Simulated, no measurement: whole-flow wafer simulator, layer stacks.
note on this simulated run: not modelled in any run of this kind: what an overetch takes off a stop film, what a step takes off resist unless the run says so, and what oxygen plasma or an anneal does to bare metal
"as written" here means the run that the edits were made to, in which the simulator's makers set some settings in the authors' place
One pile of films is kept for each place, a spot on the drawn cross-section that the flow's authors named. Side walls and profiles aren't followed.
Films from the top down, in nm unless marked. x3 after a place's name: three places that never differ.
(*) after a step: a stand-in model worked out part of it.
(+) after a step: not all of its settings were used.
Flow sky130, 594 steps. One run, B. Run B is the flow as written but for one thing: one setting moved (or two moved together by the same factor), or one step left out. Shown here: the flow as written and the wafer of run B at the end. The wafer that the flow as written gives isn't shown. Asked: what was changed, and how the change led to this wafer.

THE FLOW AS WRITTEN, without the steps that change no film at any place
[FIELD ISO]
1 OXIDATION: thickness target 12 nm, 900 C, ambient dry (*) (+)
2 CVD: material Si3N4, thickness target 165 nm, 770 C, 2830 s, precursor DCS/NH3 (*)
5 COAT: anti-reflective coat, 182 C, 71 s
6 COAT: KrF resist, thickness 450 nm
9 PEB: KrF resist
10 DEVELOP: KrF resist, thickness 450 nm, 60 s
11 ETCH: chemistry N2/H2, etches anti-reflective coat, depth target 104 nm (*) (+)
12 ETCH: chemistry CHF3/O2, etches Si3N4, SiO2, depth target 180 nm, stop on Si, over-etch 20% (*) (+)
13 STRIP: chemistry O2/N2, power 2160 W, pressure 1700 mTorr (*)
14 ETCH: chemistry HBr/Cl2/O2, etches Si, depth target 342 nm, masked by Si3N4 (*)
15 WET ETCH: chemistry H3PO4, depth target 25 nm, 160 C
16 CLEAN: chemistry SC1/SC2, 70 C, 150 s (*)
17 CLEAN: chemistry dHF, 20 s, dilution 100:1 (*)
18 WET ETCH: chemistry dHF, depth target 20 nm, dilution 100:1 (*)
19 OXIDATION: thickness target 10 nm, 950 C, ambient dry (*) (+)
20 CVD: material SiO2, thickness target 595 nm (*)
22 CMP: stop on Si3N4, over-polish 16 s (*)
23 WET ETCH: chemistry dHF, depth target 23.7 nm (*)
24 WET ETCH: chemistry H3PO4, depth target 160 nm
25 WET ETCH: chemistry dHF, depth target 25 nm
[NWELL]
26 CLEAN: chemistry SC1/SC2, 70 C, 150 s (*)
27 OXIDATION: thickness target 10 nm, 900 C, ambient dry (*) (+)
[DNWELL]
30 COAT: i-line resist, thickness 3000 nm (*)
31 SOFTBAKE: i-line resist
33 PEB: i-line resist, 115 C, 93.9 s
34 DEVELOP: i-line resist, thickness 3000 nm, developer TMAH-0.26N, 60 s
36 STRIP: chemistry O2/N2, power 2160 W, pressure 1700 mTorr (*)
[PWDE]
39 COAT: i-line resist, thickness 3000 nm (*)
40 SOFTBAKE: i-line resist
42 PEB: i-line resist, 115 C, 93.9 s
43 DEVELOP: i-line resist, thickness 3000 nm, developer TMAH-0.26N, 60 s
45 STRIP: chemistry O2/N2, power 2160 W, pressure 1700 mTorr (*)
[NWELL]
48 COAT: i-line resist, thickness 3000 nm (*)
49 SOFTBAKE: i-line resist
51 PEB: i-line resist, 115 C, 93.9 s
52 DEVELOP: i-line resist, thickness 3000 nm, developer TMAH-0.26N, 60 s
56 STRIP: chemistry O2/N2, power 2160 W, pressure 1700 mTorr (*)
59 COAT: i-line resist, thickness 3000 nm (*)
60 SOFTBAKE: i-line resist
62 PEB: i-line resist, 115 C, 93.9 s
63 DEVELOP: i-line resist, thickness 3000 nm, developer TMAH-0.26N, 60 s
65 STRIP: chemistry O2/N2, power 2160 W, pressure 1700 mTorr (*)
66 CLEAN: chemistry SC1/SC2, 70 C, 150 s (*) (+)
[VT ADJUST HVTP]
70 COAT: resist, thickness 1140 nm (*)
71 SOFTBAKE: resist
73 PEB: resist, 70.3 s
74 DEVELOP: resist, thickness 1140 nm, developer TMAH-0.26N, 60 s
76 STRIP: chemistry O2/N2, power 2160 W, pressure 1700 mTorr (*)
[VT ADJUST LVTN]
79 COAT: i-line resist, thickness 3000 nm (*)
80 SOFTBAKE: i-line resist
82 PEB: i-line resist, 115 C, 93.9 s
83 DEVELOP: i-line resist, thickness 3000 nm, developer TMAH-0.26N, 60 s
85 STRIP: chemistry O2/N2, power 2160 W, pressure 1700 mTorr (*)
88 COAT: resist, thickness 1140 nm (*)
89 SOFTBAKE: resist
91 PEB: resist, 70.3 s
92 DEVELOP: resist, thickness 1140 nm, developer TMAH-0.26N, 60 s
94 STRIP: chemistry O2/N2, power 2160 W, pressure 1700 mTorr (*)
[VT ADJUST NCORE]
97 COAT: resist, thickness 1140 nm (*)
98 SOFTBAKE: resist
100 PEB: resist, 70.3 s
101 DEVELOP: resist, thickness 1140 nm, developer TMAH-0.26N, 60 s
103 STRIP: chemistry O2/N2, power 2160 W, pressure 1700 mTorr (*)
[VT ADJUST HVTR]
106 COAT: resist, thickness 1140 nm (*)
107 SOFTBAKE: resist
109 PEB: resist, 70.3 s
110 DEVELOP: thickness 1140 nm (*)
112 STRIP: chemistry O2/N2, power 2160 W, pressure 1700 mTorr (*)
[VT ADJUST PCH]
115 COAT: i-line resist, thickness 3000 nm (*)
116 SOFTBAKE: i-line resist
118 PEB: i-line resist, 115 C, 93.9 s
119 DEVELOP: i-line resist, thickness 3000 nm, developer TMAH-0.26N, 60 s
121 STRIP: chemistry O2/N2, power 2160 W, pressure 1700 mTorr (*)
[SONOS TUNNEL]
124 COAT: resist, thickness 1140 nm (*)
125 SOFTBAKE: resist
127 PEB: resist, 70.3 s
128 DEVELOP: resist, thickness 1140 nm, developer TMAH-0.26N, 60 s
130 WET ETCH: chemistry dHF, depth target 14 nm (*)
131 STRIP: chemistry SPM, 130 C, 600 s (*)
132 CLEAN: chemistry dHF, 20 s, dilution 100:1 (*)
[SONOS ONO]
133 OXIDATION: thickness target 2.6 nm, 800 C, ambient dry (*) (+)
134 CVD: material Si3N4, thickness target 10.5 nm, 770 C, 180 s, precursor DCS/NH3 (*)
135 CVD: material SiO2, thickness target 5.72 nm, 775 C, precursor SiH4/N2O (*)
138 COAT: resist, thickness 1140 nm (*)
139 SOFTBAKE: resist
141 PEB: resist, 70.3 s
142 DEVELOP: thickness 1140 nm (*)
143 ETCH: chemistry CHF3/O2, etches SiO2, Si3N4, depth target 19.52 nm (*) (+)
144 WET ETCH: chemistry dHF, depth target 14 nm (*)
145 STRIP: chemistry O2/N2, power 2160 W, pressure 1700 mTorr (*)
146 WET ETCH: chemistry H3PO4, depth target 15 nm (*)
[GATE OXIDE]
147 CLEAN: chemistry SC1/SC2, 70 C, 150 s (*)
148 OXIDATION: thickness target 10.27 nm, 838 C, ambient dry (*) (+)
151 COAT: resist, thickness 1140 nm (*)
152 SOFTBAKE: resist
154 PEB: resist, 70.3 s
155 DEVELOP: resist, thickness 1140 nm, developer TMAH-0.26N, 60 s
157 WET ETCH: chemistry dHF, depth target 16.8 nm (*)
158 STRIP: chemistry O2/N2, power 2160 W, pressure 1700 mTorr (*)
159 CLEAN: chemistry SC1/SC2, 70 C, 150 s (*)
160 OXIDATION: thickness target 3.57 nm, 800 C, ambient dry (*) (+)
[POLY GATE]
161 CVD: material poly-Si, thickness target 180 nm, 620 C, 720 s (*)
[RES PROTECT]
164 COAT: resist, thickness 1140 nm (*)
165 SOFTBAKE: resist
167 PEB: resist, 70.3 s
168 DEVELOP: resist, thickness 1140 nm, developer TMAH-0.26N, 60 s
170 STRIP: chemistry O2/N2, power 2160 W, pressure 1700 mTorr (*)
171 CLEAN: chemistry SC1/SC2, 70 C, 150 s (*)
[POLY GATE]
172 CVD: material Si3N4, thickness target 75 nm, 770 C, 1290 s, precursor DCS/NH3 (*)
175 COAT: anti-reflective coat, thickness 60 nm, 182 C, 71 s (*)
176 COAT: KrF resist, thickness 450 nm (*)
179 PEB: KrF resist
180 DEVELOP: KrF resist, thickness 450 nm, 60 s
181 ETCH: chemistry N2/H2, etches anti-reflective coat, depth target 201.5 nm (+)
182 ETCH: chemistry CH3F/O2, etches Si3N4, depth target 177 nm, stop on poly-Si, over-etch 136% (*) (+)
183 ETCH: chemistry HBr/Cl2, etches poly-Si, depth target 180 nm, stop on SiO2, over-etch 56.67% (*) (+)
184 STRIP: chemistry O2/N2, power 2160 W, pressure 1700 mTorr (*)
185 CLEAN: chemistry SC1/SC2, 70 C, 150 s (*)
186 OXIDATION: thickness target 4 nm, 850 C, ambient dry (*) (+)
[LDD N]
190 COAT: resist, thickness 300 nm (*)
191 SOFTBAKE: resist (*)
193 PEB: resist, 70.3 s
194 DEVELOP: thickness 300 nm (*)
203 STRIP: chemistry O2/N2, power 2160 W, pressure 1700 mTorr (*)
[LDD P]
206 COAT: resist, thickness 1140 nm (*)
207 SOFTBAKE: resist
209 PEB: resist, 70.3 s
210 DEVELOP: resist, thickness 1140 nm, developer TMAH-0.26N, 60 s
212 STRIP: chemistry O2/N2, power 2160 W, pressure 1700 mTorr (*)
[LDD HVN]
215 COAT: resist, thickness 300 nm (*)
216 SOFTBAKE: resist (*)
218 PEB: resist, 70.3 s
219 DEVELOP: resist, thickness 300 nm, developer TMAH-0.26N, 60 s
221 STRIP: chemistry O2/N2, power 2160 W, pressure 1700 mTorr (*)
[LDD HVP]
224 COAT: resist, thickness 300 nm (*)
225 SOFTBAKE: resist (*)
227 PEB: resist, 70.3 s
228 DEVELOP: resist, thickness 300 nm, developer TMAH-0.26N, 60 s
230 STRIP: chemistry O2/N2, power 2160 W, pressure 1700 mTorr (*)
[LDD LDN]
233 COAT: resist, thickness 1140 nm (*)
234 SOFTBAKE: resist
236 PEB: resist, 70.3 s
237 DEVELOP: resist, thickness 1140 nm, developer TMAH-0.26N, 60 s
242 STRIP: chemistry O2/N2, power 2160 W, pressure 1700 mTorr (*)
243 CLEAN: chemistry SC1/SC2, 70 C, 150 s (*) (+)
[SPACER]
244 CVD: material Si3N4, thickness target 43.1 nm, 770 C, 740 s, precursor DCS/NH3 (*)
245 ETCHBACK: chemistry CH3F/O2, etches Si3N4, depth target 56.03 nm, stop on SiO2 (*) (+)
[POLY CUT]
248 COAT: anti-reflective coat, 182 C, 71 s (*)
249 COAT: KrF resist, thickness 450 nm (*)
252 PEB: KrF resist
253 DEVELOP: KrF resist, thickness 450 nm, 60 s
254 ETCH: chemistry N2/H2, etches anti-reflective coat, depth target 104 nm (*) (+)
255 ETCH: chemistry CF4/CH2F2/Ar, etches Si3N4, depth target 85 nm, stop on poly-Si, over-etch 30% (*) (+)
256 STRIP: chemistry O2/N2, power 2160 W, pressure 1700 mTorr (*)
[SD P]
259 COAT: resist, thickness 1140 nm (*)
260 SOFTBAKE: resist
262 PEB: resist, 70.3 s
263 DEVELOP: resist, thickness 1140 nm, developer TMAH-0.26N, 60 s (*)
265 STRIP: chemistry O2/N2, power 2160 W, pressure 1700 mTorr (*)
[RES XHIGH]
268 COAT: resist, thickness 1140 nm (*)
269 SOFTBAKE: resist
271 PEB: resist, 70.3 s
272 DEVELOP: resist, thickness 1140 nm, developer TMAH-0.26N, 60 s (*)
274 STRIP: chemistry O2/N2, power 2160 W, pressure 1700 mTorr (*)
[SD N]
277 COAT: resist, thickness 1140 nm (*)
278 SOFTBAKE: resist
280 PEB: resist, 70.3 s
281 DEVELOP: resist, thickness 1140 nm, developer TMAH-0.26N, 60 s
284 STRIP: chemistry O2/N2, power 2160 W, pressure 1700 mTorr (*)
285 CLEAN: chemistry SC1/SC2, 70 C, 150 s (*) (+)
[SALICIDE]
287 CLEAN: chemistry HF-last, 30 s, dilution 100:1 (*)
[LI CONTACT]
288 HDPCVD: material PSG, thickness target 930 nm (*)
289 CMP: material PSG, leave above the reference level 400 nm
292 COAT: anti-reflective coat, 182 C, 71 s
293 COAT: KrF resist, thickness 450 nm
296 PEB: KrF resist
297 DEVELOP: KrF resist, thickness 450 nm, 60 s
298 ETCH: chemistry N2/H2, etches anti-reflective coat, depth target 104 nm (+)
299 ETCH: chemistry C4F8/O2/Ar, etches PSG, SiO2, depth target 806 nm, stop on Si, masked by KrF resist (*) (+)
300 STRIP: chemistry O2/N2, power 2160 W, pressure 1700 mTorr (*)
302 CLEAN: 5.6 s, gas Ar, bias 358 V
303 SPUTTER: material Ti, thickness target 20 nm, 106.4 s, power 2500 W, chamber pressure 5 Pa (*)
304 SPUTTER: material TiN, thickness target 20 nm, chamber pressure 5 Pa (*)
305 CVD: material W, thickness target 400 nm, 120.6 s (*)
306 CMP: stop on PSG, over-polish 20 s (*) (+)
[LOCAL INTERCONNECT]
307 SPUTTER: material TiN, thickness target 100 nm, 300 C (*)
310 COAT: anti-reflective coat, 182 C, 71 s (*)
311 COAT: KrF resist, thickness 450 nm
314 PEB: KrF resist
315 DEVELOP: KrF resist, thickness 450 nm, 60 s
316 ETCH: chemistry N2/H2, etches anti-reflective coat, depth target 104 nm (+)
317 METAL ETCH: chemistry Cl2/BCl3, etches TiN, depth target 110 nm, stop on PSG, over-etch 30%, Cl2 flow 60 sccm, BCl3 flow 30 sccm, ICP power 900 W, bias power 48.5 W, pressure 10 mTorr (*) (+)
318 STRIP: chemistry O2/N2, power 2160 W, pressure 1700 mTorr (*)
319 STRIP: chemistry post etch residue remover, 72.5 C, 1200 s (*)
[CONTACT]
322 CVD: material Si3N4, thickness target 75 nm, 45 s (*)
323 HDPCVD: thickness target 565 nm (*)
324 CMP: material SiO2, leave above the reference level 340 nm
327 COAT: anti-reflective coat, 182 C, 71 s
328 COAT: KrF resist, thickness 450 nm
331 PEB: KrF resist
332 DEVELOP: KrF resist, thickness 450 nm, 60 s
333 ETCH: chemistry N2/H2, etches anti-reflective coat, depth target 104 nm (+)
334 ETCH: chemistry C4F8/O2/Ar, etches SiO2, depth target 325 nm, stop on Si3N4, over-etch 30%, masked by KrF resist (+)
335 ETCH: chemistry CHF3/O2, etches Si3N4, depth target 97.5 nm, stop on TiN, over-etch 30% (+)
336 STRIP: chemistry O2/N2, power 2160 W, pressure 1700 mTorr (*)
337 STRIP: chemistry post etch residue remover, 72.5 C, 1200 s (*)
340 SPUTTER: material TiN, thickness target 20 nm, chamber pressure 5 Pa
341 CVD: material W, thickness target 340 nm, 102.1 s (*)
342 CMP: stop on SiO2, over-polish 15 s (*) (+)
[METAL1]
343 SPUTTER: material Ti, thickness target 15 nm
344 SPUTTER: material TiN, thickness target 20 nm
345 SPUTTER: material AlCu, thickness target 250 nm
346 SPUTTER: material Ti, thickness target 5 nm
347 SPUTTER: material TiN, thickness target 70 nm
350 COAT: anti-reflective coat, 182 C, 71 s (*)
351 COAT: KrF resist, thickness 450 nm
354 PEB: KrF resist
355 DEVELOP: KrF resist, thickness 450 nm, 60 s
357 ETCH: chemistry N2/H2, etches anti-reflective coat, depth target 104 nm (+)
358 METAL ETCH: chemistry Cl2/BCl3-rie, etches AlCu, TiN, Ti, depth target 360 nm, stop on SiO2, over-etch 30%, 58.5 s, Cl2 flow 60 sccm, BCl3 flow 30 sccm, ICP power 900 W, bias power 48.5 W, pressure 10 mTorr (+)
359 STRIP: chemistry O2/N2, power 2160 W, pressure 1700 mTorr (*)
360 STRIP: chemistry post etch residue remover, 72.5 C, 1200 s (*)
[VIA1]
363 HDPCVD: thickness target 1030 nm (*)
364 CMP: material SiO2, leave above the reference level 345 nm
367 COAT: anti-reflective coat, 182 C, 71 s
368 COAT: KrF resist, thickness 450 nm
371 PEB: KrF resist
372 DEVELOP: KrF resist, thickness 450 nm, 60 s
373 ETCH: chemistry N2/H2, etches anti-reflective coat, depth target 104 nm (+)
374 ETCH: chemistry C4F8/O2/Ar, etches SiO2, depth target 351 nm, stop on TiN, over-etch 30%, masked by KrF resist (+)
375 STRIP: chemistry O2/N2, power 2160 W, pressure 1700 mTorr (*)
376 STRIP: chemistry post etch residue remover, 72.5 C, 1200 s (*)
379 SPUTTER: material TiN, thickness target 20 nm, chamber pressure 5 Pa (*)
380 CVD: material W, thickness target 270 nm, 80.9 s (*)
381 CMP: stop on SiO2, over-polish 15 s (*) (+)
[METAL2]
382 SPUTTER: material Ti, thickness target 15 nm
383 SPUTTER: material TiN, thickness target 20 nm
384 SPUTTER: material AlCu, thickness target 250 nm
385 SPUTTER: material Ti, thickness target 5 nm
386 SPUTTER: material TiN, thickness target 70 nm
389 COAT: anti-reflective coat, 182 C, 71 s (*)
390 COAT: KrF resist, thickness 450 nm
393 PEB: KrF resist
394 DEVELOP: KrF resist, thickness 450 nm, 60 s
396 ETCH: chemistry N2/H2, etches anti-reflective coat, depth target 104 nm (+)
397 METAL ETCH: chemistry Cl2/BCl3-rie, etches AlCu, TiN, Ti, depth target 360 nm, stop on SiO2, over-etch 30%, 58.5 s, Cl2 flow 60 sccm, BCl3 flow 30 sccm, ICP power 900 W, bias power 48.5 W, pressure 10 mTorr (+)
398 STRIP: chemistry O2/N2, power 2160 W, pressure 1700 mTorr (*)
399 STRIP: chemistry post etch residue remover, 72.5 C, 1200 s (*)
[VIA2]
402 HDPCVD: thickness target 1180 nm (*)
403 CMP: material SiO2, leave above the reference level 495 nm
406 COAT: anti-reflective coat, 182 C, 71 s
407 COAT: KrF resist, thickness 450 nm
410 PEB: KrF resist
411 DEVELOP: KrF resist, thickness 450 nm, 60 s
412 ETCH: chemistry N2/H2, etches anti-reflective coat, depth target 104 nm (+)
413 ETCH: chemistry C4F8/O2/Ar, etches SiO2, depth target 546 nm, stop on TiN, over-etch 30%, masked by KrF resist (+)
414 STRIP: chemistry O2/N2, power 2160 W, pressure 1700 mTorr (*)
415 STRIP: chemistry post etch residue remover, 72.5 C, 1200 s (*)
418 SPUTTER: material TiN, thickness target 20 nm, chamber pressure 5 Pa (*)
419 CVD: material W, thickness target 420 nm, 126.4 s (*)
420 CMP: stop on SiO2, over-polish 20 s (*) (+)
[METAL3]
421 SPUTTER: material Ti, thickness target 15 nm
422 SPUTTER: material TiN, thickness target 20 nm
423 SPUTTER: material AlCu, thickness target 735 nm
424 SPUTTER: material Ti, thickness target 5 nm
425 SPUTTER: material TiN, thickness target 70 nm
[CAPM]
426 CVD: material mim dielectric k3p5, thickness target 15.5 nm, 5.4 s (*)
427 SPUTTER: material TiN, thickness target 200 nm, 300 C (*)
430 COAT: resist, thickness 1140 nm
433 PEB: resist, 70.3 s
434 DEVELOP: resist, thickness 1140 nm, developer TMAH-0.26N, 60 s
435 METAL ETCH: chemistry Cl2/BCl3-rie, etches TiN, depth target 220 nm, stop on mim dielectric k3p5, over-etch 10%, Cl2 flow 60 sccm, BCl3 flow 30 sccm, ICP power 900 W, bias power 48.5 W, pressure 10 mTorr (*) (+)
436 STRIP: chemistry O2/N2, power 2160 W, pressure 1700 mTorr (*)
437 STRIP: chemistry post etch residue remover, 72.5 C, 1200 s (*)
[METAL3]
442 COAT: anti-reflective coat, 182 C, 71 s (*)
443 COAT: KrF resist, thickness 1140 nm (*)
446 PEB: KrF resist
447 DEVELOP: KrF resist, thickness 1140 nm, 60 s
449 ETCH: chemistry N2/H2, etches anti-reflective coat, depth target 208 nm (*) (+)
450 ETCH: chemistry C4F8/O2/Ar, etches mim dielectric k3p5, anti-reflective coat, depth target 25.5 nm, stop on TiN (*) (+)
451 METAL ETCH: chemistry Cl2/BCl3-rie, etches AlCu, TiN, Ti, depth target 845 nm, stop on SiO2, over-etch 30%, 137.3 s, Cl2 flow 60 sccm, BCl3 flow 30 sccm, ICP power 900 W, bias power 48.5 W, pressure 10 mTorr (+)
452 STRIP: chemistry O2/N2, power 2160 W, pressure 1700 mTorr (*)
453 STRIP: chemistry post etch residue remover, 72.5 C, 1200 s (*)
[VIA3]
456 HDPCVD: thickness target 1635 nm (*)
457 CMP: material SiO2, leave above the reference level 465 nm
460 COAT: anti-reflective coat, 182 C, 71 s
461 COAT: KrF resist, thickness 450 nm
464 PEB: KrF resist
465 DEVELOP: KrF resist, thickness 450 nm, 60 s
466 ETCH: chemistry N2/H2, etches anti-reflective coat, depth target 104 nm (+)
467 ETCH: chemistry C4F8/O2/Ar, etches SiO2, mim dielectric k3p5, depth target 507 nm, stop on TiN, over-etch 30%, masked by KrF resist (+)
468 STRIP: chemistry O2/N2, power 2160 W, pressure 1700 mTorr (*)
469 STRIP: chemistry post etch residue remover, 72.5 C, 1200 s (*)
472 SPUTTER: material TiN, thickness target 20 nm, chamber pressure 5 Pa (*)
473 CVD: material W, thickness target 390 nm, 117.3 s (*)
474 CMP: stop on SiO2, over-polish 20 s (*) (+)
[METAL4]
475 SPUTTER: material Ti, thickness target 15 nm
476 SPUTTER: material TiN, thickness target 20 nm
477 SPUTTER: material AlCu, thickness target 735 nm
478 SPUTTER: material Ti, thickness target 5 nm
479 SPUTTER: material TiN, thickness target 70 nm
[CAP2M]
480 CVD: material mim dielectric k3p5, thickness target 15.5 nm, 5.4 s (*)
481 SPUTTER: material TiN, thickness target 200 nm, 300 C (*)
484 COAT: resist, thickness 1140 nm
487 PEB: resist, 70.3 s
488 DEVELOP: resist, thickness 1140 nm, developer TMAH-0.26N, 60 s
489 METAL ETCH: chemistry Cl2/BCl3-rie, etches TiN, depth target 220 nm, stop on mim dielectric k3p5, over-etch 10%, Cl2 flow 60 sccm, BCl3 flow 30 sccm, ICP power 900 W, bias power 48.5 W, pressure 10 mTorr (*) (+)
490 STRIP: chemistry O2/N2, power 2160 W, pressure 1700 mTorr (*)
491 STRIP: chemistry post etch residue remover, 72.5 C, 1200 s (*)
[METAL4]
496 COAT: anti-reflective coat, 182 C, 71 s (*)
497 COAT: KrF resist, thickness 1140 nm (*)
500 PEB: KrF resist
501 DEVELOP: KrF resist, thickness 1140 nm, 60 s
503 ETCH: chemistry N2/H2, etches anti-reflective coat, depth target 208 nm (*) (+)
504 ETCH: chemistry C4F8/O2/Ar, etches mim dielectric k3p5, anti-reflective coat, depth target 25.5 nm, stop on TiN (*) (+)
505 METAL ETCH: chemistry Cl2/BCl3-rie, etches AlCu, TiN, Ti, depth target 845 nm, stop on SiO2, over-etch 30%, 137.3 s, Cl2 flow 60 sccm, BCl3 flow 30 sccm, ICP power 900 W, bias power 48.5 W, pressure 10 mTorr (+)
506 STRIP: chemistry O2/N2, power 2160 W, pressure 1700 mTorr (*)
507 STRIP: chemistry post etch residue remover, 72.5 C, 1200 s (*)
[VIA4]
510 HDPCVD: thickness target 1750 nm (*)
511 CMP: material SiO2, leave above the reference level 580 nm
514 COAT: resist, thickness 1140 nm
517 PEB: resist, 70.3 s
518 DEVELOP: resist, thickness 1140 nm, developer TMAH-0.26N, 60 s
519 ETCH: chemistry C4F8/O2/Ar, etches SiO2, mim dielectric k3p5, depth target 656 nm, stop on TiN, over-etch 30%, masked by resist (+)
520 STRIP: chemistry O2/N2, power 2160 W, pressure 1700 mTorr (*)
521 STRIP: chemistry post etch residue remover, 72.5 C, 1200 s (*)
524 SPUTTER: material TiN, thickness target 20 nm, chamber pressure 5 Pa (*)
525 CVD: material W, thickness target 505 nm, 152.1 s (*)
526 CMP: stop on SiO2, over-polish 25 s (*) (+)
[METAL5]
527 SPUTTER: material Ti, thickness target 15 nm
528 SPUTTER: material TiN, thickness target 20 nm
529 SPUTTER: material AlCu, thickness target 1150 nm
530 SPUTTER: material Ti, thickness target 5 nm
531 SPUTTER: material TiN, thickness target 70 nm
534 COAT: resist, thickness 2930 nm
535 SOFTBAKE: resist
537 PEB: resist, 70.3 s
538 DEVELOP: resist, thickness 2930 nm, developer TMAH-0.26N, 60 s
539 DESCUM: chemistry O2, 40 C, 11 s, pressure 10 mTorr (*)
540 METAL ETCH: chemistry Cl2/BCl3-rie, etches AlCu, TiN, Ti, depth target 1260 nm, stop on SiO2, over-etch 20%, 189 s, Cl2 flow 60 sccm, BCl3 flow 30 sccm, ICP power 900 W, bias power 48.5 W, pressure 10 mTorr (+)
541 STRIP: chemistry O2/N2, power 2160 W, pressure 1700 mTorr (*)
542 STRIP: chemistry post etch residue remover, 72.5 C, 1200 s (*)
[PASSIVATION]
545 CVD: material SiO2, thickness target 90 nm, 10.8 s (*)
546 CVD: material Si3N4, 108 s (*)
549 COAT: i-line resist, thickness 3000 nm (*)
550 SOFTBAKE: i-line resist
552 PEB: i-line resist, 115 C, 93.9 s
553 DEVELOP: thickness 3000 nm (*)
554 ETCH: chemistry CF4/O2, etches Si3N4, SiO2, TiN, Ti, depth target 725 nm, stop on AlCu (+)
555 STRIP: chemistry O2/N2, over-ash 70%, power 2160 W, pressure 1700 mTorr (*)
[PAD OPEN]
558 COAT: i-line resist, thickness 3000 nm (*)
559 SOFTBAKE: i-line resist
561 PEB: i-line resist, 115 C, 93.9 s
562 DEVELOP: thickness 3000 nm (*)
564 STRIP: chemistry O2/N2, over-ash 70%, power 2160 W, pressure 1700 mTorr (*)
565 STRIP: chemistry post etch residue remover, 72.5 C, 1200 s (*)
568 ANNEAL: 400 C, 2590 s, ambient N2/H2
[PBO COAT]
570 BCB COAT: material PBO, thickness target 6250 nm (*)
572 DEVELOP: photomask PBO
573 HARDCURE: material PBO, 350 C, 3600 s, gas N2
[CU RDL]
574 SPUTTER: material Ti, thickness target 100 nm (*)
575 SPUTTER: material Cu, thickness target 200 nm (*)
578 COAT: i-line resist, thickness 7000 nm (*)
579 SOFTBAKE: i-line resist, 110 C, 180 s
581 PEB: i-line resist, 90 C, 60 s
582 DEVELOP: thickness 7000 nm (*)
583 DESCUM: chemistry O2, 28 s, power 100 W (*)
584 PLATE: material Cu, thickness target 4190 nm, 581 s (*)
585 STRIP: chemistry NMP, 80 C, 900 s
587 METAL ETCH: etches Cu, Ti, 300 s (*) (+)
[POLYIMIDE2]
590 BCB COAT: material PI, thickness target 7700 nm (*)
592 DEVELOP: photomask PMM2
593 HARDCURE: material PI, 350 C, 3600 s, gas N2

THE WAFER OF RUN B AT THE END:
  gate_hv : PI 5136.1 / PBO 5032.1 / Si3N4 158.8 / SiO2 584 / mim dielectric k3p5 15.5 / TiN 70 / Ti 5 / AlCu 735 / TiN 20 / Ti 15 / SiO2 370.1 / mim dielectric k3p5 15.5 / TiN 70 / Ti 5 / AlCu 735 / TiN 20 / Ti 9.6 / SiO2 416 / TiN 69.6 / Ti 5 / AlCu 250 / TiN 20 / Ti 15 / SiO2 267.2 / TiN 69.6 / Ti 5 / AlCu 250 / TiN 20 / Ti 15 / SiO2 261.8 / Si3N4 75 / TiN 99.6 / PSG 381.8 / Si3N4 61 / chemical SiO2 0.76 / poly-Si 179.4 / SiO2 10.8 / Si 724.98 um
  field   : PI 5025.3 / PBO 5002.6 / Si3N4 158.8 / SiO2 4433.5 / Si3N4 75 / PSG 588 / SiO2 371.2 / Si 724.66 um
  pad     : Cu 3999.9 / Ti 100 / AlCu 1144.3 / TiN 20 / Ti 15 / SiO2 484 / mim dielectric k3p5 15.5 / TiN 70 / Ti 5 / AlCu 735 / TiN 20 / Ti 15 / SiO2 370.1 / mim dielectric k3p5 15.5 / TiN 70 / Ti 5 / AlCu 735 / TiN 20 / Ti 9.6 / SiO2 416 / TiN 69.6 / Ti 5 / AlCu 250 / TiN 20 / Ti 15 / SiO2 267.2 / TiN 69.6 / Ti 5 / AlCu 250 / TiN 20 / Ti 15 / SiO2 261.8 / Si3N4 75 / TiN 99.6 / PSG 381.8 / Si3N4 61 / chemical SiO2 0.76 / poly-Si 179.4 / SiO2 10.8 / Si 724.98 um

The cause: step 421, SPUTTER: thickness target 9.6 nm was run, where the flow has thickness target 15 nm.
It can be read off the wafer: gate_hv has Ti 9.6, and step 421 as written asks for 15 nm.

How the change led to this, step by step:
  421 SPUTTER: material Ti, thickness target 15 nm
      field, active, n_well and 188 more: Ti +9.6 (new film) (as written it would be: Ti +15 (new film))
  451 METAL ETCH: chemistry Cl2/BCl3-rie, etches AlCu, TiN, Ti, depth target 845 nm, stop on SiO2, over-etch 30%, 137.3 s, Cl2 flow 60 sccm, BCl3 flow 30 sccm, ICP power 900 W, bias power 48.5 W, pressure 10 mTorr (+)
      field, gate, spacer and 68 more: TiN -70 (all of it), Ti -5 (all of it), AlCu -735 (all of it), TiN -20 (all of it), Ti -9.6 (all of it), SiO2 -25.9 (as written it would be: TiN -70 (all of it), Ti -5 (all of it), AlCu -735 (all of it), TiN -20 (all of it), Ti -15 (all of it), SiO2 -25.4)
      active, vpp_ln, vpp_iso2 and 11 more: TiN -70 (all of it), Ti -5 (all of it), AlCu -735 (all of it), TiN -20 (all of it), Ti -9.6 (all of it), SiO2 -25.9 (as written it would be: TiN -70 (all of it), Ti -5 (all of it), AlCu -735 (all of it), TiN -20 (all of it), Ti -15 (all of it), SiO2 -25.3)
